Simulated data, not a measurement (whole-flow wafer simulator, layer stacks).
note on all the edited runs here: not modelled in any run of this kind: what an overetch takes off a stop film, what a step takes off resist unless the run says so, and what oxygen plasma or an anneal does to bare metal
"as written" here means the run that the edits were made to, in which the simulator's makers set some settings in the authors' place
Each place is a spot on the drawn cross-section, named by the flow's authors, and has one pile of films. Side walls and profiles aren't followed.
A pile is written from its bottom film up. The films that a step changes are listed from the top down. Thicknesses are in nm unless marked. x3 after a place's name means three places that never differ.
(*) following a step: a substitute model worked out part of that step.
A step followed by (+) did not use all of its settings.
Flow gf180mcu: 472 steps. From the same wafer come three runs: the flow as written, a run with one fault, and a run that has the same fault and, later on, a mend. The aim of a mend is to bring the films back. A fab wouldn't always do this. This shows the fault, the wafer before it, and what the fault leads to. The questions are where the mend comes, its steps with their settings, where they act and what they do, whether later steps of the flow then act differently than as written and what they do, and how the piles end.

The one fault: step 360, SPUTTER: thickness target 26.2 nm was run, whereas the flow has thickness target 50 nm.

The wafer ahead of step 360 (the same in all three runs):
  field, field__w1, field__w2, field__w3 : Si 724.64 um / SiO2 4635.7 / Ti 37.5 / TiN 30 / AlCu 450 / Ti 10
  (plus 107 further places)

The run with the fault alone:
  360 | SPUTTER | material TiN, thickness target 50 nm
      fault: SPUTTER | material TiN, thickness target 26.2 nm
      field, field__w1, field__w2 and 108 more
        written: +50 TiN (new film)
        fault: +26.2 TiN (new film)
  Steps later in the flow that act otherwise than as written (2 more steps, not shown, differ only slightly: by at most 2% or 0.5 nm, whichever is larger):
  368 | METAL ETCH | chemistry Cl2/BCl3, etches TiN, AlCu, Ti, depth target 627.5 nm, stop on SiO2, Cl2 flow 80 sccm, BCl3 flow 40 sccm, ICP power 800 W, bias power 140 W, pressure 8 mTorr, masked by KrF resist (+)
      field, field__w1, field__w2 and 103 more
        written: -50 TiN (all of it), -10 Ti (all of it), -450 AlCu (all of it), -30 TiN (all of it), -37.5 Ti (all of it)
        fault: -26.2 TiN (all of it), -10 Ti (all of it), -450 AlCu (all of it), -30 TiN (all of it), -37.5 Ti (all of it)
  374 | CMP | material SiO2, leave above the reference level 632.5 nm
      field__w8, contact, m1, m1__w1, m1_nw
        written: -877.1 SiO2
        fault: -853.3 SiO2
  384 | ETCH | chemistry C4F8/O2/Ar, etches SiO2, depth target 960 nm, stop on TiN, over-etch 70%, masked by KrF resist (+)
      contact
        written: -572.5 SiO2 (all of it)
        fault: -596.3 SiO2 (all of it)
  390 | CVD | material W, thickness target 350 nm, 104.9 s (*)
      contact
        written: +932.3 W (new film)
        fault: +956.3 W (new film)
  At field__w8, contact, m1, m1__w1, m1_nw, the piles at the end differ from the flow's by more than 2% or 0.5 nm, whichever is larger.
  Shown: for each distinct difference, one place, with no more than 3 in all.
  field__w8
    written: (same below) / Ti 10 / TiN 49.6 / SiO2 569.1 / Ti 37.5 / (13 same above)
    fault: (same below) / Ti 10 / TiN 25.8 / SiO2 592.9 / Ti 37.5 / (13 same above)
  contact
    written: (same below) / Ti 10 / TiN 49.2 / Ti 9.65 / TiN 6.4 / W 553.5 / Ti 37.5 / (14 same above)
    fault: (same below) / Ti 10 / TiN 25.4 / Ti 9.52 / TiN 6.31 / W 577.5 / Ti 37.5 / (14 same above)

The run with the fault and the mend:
  The mend follows step 360.
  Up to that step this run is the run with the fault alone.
  360a | SPUTTER | material TiN, thickness target 23.8 nm (a further turn of the flow's step 360, with different settings)
      field, field__w1, field__w2 and 108 more
        +23.8 TiN
  None of the later steps of the flow acts differently than as written at any place that is followed.
  At every place that both follow, the piles at the end match the flow's.
